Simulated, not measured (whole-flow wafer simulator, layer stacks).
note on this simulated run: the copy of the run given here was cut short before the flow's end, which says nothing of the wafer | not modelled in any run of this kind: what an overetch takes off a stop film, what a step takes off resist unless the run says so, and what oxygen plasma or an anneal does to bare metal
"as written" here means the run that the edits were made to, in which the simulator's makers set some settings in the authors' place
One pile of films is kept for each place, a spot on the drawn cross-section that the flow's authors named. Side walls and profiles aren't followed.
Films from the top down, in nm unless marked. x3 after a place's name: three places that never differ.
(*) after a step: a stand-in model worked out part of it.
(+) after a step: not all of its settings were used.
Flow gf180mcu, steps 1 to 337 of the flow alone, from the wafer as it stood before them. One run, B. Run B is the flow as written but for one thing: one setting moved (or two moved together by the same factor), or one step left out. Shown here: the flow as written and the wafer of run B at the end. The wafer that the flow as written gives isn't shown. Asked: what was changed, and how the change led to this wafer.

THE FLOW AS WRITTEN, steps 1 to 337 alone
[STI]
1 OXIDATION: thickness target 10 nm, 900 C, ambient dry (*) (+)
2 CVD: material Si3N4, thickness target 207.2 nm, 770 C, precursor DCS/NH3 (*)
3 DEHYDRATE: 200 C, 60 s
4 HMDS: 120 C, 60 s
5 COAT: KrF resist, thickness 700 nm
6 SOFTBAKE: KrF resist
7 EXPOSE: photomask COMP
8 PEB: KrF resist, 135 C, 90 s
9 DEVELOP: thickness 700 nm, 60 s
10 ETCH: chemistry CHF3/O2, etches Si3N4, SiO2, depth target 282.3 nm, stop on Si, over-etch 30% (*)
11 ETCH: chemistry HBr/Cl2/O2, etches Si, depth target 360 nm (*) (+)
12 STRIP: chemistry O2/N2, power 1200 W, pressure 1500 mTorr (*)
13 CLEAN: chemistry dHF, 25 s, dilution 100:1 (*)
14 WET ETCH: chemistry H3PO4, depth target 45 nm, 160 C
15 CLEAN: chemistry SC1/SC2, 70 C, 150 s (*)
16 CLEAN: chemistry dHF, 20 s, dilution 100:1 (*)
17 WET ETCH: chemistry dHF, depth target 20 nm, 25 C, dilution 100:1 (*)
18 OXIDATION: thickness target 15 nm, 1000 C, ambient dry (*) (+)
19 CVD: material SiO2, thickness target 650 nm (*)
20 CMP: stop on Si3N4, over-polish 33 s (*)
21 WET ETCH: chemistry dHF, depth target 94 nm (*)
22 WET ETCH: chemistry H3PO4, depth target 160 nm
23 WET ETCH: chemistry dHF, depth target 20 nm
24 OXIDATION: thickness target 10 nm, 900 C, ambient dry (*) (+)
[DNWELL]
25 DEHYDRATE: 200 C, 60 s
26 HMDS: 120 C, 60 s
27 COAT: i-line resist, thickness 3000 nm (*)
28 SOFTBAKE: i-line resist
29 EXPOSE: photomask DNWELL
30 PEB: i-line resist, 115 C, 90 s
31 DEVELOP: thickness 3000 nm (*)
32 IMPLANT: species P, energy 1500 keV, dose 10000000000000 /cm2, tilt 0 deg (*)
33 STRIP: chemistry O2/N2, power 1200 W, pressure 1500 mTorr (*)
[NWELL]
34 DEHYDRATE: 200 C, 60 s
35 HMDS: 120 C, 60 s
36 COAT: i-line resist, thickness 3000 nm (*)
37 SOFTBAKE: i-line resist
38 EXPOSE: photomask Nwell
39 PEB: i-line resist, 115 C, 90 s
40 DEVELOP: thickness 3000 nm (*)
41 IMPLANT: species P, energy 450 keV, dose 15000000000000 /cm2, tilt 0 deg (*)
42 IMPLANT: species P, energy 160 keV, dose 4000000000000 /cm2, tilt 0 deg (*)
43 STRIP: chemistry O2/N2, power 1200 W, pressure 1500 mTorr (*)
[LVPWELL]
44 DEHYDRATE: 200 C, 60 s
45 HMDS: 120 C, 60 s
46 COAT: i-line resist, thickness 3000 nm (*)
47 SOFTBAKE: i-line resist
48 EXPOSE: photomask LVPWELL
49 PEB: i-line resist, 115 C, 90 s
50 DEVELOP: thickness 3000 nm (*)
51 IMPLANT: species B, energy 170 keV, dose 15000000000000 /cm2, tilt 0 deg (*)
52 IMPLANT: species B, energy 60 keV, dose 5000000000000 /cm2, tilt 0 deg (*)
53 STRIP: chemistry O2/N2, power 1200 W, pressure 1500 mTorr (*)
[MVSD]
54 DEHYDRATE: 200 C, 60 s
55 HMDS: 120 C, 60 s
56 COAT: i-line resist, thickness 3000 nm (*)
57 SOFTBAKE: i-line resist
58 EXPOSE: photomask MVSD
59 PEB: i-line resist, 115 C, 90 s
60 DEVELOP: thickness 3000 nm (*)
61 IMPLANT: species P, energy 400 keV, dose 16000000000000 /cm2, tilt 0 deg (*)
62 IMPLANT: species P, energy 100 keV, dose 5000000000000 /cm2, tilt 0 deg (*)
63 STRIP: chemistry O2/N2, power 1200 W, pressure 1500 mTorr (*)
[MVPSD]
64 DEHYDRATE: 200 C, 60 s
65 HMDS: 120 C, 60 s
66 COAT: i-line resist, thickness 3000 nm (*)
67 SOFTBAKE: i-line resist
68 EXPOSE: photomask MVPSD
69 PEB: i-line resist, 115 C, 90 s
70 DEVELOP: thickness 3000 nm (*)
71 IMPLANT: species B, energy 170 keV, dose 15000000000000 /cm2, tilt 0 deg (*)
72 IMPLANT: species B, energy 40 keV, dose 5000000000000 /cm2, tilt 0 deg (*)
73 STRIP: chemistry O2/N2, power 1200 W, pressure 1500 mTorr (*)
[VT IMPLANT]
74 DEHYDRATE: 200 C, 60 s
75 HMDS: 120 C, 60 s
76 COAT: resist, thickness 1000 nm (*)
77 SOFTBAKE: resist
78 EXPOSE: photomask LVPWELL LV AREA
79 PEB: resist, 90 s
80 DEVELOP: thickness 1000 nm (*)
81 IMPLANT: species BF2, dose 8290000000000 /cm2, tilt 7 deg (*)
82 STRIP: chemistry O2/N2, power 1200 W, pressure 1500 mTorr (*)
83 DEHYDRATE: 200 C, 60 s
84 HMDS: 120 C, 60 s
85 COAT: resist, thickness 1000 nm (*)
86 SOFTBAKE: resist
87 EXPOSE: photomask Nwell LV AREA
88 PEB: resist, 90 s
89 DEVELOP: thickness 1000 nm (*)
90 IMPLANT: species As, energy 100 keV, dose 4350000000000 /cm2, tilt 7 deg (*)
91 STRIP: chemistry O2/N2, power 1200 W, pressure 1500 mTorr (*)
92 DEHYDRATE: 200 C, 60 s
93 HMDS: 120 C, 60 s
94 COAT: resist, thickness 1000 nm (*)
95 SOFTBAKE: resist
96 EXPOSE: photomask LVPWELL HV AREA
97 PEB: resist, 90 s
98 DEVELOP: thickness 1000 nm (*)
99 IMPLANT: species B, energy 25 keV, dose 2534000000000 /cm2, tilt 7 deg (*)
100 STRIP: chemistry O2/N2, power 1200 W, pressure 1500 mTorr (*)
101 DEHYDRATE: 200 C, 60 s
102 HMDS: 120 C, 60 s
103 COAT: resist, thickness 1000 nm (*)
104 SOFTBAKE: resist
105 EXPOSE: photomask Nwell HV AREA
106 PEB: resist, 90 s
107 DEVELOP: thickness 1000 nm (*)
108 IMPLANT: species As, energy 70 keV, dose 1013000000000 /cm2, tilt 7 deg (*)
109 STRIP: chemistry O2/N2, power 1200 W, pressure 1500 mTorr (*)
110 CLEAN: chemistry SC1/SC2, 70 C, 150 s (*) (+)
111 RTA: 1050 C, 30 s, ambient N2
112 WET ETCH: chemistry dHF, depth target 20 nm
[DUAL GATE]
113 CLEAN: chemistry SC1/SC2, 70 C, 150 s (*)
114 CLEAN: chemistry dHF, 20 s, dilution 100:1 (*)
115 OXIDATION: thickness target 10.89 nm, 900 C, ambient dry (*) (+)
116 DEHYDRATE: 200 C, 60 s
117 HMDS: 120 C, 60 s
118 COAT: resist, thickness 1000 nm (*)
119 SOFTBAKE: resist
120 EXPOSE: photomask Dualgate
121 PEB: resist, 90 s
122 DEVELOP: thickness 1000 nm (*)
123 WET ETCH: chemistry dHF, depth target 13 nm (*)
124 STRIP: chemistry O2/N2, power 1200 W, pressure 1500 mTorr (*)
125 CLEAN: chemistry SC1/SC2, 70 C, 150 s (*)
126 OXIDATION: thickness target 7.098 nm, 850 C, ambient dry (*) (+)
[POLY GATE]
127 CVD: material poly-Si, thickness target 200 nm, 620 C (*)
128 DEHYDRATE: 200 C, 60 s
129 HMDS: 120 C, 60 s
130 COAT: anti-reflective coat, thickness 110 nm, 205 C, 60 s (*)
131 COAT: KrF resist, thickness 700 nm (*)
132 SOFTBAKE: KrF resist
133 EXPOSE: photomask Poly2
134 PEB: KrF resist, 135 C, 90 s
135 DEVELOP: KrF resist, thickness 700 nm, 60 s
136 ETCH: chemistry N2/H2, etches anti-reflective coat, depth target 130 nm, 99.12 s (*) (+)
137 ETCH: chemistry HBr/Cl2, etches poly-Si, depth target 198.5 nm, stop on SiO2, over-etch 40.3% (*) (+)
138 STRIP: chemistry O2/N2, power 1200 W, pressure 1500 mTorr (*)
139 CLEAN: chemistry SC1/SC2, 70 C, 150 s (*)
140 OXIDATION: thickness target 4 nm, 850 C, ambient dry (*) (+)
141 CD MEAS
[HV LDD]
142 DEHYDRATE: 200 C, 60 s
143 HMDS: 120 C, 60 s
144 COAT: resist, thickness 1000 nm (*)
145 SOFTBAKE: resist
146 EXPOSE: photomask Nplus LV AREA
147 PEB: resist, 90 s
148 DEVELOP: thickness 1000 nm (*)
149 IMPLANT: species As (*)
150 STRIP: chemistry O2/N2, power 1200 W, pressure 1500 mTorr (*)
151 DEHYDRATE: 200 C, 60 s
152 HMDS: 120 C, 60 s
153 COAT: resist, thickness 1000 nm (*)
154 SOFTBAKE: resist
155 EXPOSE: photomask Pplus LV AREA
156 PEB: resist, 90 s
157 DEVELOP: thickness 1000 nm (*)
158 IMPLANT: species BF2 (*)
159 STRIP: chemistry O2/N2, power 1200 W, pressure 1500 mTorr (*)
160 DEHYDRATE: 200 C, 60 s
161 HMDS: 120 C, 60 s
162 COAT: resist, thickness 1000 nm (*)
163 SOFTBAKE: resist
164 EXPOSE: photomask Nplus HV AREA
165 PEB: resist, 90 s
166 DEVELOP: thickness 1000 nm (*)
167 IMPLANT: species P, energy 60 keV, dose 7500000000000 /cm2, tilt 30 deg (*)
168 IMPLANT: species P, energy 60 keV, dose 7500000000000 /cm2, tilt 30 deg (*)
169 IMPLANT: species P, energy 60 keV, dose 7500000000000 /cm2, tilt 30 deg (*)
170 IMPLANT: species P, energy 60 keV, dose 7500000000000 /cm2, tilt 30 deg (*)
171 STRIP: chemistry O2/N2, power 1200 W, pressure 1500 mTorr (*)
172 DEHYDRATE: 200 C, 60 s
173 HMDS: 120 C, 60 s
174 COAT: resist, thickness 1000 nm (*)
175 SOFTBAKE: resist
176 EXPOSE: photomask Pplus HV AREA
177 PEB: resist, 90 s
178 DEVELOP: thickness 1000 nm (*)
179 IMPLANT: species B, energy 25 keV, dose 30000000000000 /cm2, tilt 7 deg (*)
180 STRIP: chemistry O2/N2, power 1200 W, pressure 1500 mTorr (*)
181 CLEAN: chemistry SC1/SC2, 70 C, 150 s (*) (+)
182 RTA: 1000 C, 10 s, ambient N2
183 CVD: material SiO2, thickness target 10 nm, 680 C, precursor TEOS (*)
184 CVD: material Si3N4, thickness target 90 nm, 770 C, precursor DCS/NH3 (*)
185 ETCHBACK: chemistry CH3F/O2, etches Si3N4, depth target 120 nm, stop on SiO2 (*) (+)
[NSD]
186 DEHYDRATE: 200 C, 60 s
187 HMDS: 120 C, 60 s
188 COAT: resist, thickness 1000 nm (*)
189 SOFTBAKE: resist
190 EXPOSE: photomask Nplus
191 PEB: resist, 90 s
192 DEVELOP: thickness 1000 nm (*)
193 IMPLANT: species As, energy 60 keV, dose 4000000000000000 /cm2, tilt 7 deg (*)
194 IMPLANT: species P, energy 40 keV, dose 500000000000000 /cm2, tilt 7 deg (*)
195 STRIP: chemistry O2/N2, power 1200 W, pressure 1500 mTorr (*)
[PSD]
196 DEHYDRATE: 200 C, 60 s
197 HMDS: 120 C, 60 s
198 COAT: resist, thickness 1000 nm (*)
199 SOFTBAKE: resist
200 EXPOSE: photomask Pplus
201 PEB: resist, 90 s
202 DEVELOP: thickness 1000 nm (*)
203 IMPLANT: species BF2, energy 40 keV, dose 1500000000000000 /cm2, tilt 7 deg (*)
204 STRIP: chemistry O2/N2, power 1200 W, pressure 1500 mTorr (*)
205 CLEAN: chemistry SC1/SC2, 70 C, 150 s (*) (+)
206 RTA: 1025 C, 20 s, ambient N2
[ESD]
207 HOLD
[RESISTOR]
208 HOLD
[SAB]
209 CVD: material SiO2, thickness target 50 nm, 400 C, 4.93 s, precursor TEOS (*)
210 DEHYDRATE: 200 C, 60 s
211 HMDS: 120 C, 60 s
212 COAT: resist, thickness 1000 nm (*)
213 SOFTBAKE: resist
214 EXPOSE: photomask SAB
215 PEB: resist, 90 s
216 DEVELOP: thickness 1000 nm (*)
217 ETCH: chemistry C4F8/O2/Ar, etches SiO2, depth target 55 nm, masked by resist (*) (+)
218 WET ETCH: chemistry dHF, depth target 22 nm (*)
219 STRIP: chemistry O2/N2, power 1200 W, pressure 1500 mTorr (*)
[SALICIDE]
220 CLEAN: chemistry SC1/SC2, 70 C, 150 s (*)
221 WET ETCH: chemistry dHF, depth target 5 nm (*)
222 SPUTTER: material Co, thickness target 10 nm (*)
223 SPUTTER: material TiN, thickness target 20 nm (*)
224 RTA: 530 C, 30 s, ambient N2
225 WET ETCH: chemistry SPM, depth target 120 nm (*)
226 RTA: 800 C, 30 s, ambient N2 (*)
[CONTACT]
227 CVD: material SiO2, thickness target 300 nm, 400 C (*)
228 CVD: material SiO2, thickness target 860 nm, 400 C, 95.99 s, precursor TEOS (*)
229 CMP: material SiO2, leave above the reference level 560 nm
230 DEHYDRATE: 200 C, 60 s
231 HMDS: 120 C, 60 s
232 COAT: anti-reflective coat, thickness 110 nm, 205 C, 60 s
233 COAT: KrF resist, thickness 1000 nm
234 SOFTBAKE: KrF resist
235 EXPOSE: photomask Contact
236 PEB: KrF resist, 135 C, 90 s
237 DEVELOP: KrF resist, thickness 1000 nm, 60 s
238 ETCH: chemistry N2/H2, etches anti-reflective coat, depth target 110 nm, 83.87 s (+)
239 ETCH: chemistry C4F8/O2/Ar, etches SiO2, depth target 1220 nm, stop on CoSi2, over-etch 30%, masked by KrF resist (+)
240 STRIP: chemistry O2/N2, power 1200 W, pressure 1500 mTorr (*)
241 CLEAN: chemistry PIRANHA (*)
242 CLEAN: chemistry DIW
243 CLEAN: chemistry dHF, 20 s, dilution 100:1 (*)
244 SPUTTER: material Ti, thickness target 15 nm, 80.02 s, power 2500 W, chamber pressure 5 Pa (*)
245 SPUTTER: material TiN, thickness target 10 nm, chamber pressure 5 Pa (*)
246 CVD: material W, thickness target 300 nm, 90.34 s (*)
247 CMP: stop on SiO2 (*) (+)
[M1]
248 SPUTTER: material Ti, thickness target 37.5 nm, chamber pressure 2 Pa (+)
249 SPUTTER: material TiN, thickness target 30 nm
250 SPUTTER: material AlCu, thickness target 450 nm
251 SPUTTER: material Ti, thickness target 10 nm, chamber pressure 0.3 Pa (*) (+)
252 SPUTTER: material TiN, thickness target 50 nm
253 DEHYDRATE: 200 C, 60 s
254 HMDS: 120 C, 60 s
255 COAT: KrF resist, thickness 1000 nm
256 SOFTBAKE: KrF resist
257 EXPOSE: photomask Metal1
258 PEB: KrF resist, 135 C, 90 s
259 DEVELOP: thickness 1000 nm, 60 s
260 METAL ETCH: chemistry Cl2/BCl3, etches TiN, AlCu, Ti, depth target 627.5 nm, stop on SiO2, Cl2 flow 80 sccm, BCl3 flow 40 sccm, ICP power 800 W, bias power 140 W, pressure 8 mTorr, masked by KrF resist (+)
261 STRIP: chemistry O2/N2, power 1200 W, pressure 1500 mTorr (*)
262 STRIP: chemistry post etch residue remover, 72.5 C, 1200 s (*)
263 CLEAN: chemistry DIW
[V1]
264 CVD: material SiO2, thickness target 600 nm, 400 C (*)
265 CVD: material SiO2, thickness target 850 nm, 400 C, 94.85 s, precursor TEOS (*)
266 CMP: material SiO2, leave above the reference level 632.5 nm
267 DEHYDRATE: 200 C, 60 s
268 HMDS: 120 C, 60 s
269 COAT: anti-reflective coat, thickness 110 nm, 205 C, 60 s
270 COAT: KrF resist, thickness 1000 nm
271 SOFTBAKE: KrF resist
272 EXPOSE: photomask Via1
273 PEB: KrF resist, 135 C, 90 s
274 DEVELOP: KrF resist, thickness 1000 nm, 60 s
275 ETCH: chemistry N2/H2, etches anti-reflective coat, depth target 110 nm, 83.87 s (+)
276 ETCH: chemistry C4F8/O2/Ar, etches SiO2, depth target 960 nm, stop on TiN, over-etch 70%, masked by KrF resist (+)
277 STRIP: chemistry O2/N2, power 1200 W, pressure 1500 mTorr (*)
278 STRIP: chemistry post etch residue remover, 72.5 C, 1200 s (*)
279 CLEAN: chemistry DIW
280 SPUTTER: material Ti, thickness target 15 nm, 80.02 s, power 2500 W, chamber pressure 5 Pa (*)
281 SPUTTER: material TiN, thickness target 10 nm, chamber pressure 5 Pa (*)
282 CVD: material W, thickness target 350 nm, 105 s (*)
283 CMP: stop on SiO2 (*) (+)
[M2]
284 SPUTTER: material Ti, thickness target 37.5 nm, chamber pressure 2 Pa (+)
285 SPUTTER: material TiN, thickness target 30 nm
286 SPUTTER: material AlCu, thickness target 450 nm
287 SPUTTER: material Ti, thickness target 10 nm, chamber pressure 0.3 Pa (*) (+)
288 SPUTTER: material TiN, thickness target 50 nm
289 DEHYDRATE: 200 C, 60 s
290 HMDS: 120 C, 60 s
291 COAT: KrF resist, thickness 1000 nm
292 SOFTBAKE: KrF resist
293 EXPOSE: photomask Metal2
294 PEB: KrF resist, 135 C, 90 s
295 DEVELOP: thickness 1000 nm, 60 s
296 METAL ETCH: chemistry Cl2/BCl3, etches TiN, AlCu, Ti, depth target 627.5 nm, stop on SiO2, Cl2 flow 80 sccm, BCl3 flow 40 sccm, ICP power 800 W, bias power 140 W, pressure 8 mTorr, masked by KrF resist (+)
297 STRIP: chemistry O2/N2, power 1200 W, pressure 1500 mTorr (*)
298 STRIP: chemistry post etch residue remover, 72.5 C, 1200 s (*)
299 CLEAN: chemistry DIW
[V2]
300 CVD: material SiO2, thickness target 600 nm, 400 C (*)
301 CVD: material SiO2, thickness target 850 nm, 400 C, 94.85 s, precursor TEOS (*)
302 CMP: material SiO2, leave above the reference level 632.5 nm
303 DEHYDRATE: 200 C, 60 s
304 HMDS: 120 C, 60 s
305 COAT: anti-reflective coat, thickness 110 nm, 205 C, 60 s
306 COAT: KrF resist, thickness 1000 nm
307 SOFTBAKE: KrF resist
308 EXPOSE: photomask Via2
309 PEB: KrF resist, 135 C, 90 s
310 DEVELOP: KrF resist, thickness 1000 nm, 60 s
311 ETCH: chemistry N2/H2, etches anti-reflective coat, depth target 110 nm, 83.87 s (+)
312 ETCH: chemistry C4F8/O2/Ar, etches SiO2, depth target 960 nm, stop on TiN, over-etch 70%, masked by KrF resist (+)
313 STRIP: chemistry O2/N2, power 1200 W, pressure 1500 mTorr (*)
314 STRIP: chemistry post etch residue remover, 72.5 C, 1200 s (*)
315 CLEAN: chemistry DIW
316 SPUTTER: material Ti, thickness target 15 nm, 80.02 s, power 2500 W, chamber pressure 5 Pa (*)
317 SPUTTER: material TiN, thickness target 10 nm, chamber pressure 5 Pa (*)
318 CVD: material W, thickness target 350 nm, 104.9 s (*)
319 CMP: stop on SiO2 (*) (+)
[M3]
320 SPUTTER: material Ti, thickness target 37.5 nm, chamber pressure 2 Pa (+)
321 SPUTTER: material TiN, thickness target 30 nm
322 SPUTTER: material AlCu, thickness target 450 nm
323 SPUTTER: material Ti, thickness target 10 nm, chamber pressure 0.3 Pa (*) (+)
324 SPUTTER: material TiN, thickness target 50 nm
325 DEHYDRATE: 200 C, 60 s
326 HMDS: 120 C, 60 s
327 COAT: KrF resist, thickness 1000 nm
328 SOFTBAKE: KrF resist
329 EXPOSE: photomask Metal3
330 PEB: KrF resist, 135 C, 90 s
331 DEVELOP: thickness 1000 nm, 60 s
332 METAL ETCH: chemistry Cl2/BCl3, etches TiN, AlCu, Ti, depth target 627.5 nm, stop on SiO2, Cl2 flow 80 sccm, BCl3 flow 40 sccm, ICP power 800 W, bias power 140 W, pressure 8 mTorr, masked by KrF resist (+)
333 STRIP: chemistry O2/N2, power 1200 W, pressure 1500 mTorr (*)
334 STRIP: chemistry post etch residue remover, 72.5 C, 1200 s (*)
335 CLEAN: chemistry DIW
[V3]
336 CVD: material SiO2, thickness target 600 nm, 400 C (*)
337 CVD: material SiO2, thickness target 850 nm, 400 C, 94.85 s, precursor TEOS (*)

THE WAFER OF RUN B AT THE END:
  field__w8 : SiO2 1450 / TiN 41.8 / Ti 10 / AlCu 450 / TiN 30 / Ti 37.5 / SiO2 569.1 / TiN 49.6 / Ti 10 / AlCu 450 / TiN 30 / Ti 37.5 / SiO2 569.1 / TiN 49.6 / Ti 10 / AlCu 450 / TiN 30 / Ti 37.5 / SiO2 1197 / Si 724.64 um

The cause: step 324, SPUTTER: thickness target 42.2 nm was run, where the flow has thickness target 50 nm.

How the change led to this, step by step:
  324 SPUTTER: material TiN, thickness target 50 nm
      field, field__w1, field__w2 and 108 more: TiN +42.2 (new film) (as written it would be: TiN +50 (new film))
  332 METAL ETCH: chemistry Cl2/BCl3, etches TiN, AlCu, Ti, depth target 627.5 nm, stop on SiO2, Cl2 flow 80 sccm, BCl3 flow 40 sccm, ICP power 800 W, bias power 140 W, pressure 8 mTorr, masked by KrF resist (+)
      field, field__w1, field__w2 and 103 more: TiN -42.2 (all of it), Ti -10 (all of it), AlCu -450 (all of it), TiN -30 (all of it), Ti -37.5 (all of it) (as written it would be: TiN -50 (all of it), Ti -10 (all of it), AlCu -450 (all of it), TiN -30 (all of it), Ti -37.5 (all of it))
